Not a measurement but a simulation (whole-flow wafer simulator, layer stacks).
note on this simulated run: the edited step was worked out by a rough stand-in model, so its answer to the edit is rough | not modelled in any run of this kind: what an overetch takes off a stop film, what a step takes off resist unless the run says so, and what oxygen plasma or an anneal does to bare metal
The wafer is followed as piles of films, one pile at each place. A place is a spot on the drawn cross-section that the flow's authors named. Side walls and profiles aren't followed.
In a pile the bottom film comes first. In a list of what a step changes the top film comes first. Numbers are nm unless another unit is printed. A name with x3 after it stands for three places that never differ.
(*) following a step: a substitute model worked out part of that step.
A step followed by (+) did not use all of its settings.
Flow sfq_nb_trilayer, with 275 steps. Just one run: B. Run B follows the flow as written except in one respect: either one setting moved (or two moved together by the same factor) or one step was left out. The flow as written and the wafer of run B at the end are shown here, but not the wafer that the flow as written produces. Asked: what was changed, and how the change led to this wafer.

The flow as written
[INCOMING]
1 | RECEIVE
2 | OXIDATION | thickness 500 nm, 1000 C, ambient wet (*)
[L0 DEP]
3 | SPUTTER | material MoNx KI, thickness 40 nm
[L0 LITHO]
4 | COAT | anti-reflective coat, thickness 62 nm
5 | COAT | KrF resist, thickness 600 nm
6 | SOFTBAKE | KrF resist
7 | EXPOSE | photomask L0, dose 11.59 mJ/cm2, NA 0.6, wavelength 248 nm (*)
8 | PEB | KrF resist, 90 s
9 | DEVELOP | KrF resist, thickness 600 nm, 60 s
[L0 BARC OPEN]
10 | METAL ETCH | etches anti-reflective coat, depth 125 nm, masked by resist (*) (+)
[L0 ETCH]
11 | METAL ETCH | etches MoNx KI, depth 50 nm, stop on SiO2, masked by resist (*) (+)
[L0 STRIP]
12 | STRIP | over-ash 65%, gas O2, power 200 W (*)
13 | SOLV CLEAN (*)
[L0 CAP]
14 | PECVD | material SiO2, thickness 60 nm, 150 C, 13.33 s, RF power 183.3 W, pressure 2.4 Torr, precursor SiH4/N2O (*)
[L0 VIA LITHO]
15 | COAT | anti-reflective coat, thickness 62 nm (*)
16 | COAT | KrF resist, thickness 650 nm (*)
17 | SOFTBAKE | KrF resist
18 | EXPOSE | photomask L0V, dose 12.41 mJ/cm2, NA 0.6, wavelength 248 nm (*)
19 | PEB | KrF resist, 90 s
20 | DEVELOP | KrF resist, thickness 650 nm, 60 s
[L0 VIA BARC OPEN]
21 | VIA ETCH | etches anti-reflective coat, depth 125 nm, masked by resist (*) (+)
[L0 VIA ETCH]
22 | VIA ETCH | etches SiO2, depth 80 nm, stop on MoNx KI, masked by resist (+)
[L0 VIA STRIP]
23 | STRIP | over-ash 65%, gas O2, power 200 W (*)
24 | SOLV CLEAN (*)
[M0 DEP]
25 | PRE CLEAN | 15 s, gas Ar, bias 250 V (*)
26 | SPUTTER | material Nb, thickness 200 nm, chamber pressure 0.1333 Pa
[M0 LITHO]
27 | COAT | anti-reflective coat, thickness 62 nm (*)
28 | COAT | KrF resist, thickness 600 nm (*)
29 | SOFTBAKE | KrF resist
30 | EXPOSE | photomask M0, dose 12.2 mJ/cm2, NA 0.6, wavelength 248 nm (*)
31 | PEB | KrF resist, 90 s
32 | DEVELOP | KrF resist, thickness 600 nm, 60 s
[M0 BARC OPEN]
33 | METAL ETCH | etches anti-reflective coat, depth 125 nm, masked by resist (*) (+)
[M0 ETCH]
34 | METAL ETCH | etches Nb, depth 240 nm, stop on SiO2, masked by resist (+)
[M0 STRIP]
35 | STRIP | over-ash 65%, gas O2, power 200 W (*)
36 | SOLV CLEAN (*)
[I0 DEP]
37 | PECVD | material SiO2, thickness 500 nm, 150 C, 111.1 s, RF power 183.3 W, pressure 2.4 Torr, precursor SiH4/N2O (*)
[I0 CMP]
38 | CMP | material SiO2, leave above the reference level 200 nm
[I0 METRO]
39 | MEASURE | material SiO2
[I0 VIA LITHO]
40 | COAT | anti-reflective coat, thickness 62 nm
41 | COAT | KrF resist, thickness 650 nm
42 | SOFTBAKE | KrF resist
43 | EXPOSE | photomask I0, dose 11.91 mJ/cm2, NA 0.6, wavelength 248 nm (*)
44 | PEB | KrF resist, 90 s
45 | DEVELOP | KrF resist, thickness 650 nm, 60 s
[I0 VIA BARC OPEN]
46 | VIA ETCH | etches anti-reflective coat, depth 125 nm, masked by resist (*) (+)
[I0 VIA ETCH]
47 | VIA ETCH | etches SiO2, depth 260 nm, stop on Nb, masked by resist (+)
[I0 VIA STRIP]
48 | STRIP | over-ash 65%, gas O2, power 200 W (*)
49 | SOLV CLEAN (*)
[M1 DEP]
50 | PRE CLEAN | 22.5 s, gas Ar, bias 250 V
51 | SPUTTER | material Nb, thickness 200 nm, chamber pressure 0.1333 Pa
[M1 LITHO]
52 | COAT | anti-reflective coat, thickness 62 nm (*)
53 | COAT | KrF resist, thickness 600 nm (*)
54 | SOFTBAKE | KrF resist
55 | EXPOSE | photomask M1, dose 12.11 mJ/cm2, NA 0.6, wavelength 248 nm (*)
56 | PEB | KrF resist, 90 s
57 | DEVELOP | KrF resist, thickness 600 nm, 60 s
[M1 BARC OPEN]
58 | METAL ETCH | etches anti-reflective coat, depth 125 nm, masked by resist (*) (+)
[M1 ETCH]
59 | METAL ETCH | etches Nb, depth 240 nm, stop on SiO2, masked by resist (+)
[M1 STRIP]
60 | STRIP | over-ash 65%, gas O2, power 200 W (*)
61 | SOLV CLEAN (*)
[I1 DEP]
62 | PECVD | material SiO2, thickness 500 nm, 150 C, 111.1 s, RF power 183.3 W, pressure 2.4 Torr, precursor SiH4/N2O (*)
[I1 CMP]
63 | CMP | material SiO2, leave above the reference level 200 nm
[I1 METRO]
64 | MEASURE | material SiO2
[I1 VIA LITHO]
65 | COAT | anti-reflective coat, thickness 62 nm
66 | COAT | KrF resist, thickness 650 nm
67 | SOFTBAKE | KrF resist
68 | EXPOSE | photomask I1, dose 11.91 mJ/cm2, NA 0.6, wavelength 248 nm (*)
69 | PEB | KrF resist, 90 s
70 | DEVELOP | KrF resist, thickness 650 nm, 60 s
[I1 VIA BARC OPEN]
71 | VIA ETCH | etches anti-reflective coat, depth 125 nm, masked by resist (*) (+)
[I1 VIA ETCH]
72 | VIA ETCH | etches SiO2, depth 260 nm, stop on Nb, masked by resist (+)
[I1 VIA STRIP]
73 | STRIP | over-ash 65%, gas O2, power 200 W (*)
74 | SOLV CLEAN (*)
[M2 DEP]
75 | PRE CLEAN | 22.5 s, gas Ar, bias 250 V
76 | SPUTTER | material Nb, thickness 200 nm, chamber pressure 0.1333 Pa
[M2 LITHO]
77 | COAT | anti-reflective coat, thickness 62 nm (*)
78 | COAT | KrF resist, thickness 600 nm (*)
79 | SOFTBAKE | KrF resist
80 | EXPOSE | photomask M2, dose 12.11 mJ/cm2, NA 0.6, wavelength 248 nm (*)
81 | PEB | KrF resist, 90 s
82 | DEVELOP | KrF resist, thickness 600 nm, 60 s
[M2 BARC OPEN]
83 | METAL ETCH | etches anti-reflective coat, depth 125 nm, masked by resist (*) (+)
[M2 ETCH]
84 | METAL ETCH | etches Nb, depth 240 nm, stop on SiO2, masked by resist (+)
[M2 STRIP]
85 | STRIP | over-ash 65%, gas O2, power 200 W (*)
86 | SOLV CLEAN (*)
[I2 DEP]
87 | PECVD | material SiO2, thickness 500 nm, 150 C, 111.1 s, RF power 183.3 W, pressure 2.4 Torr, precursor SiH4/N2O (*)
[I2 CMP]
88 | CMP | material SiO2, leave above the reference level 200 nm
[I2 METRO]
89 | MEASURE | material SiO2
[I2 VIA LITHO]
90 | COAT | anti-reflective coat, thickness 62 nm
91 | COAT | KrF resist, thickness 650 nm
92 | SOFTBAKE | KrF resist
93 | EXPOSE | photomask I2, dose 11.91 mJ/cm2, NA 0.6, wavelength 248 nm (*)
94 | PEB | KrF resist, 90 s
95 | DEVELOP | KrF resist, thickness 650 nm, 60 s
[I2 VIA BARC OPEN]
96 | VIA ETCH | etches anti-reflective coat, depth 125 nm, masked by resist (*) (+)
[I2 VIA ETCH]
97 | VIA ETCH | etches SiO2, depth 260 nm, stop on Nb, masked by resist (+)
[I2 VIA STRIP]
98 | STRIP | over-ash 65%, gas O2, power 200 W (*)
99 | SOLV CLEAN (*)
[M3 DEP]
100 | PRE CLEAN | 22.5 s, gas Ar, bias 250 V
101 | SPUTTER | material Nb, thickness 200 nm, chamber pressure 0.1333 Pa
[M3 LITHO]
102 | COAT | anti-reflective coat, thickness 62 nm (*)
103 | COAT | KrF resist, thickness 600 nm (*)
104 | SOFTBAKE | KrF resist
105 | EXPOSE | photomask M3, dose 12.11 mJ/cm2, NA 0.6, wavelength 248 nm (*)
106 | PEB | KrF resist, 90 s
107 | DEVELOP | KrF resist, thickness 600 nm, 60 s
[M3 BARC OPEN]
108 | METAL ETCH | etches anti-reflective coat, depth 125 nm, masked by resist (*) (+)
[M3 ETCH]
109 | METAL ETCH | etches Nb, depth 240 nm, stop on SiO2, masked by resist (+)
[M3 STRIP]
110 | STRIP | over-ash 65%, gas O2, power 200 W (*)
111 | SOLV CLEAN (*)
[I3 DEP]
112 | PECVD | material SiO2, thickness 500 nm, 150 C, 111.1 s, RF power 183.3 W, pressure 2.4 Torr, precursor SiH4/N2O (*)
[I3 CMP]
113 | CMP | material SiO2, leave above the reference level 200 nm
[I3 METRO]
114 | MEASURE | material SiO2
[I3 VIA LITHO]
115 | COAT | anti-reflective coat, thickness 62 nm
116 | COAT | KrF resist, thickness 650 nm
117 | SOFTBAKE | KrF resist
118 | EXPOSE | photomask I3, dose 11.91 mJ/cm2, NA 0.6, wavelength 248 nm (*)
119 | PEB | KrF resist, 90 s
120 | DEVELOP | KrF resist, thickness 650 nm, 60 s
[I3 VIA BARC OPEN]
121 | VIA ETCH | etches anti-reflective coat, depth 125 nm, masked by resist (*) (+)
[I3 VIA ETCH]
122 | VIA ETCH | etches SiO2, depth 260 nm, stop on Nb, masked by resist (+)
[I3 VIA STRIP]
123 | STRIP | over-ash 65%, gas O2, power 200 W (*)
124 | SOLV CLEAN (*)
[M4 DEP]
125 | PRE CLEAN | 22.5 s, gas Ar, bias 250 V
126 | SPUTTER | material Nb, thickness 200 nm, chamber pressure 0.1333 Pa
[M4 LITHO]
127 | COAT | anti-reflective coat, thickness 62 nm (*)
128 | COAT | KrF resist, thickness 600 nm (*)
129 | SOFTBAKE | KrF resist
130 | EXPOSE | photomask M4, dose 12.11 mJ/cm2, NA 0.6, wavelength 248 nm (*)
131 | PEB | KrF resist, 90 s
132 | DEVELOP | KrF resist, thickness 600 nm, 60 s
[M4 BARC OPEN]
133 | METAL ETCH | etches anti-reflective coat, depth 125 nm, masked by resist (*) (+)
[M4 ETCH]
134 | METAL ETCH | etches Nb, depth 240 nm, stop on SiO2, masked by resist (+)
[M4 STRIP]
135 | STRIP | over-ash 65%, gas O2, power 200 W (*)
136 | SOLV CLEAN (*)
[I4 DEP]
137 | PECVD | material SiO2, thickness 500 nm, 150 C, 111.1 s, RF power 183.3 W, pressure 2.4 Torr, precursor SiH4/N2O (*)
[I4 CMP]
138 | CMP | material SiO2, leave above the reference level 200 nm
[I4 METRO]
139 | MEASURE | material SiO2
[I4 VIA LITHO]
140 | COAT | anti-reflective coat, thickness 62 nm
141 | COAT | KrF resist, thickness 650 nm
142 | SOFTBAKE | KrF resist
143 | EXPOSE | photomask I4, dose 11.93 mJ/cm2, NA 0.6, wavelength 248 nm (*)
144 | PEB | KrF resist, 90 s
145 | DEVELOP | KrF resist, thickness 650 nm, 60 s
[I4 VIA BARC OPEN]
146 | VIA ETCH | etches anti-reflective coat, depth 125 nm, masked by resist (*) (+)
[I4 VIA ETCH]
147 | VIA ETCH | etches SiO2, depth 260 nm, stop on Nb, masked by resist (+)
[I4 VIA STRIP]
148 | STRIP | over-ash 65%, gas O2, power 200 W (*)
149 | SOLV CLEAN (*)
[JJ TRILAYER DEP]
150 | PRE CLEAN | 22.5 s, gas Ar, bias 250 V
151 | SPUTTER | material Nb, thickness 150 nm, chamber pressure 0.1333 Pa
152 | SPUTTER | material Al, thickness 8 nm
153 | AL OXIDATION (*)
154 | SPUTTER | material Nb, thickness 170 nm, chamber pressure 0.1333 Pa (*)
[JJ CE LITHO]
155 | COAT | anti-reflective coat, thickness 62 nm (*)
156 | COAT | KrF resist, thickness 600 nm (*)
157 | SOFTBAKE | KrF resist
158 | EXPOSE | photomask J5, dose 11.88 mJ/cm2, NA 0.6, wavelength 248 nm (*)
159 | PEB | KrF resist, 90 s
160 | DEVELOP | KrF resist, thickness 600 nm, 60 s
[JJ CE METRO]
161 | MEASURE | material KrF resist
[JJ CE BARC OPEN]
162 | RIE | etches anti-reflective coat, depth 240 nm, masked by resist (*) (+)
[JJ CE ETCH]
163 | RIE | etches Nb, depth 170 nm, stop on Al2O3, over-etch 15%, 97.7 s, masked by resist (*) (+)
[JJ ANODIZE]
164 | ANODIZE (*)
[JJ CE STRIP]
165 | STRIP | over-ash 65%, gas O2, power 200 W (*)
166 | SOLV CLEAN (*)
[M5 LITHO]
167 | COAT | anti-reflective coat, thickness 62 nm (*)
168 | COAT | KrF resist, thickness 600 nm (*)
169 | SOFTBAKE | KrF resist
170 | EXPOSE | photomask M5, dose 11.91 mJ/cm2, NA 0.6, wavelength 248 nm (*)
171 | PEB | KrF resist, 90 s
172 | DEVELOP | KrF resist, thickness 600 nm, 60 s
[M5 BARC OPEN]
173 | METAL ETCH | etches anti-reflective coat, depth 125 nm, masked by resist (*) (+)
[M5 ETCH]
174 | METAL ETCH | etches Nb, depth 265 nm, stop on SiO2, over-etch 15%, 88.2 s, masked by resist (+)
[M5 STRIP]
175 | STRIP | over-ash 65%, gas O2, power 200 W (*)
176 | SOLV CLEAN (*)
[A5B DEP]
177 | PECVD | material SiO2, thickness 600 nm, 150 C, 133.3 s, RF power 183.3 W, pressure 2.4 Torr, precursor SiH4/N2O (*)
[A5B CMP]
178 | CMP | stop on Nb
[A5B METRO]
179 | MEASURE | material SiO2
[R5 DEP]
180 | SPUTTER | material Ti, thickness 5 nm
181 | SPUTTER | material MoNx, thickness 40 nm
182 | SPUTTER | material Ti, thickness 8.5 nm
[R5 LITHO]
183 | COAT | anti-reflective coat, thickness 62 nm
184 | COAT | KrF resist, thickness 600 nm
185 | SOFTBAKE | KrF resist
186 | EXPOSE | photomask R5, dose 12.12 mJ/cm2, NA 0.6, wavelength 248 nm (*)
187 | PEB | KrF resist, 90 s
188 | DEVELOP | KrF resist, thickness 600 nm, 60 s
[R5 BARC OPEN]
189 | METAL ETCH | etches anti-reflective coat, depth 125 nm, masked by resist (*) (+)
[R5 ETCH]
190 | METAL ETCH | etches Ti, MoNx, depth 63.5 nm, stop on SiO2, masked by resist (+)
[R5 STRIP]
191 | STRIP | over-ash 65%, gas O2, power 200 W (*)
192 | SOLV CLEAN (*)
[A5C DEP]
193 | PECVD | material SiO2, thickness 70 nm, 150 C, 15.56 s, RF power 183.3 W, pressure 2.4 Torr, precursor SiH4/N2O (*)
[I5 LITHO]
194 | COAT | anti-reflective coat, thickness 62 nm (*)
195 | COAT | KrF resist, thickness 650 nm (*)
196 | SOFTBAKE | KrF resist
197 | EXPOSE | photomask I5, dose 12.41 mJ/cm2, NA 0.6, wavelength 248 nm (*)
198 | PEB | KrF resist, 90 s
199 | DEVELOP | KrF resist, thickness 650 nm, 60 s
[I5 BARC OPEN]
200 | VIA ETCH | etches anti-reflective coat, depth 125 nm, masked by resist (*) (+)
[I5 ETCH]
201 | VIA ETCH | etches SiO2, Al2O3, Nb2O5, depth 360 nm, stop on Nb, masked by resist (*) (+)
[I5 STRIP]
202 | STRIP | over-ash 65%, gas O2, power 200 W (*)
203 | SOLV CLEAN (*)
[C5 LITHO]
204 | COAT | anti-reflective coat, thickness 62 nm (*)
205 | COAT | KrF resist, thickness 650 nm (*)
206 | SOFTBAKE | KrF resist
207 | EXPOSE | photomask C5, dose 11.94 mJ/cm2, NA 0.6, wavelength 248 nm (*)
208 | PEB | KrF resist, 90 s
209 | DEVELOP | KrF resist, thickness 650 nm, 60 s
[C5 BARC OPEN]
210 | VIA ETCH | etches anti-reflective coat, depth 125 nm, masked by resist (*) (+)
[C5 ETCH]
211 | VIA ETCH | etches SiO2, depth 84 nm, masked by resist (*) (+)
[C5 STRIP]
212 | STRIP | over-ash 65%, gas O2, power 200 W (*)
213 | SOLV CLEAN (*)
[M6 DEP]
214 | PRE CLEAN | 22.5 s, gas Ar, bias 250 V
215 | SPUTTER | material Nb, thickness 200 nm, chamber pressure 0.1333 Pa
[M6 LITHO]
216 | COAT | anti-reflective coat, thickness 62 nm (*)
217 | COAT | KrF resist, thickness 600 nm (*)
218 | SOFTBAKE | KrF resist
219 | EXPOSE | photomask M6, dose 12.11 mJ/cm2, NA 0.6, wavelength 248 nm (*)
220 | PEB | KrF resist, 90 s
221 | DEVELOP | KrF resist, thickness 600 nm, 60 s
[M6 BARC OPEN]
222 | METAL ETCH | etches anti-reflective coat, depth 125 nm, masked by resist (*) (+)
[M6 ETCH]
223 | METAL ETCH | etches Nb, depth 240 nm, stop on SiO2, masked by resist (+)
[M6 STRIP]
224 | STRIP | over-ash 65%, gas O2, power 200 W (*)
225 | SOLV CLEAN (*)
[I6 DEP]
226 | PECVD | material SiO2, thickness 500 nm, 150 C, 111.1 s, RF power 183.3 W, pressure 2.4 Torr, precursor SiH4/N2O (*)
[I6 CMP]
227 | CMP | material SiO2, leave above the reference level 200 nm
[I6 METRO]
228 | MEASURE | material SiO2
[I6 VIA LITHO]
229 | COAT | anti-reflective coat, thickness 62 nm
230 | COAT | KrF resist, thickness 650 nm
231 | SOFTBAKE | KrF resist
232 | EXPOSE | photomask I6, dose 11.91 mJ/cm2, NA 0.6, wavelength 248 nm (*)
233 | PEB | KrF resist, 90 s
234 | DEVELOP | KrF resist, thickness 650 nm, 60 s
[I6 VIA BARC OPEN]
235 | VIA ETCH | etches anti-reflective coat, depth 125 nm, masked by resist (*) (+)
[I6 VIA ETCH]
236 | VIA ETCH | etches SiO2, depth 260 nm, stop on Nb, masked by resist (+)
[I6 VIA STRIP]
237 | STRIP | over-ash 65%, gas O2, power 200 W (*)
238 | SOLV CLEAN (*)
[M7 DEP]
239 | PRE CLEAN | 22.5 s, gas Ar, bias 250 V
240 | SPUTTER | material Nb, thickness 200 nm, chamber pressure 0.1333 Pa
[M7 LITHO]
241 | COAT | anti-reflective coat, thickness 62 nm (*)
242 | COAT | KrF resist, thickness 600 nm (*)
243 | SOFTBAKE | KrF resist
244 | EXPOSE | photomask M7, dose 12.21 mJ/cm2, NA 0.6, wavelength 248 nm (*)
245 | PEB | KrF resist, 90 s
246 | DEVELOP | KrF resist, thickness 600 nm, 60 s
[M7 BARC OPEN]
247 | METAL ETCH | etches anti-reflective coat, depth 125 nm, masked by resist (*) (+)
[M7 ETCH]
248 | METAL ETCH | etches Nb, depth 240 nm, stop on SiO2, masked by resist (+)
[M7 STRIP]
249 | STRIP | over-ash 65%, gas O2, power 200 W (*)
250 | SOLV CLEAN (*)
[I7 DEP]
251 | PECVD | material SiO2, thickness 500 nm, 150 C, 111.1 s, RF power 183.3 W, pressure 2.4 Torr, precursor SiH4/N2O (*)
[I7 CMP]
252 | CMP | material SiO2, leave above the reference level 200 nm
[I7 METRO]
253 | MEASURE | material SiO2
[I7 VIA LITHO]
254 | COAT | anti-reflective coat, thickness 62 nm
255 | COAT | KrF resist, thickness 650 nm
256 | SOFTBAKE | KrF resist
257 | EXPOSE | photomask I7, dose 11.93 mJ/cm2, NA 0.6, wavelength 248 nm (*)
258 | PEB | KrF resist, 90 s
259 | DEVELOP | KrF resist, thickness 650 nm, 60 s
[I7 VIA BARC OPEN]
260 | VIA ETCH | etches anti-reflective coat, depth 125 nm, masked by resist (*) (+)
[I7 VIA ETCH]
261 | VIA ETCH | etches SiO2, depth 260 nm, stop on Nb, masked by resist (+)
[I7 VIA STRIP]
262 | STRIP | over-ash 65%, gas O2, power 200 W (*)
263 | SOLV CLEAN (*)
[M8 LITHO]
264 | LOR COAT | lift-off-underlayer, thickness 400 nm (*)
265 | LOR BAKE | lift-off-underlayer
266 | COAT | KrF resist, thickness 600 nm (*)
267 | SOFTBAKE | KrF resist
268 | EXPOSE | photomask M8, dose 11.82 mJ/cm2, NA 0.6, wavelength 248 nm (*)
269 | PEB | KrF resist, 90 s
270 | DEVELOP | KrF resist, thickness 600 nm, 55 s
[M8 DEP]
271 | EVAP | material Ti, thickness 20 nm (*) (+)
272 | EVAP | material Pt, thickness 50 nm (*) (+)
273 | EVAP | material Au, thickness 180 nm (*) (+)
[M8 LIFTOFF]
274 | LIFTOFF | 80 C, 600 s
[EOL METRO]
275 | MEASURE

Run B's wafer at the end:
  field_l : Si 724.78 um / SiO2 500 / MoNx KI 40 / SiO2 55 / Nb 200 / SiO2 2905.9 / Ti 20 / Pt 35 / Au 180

What caused this: step 272, EVAP: thickness 35 nm was run, whereas the flow has thickness 50 nm.
The wafer itself shows it: field_l has Pt 35, and step 272 as written asks for 50 nm.

How this came from the change, step by step:
  272 | EVAP | material Pt, thickness 50 nm (*) (+)
      field_l, v_sur, via_wl and 103 more: Pt gains 35 (new film) (as written it would have been: Pt gains 50 (new film))
  274 | LIFTOFF | 80 C, 600 s
      p4_fl x3, p4_w1 x9, p4_g1 x2 and 60 more: Au loses 180 (all of it), Pt loses 35 (all of it), Ti loses 20 (all of it), KrF resist loses 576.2 (all of it), lift-off-underlayer loses 400 (all of it) (as written it would have been: Au loses 180 (all of it), Pt loses 50 (all of it), Ti loses 20 (all of it), KrF resist loses 576.2 (all of it), lift-off-underlayer loses 400 (all of it))
      c5j, ce_r: Au loses 180 (all of it), Pt loses 35 (all of it), Ti loses 20 (all of it), KrF resist loses 573.3 (all of it), lift-off-underlayer loses 399.3 (all of it) (as written it would have been: Au loses 180 (all of it), Pt loses 50 (all of it), Ti loses 20 (all of it), KrF resist loses 573.3 (all of it), lift-off-underlayer loses 399.3 (all of it))
      (also at 19 further places)
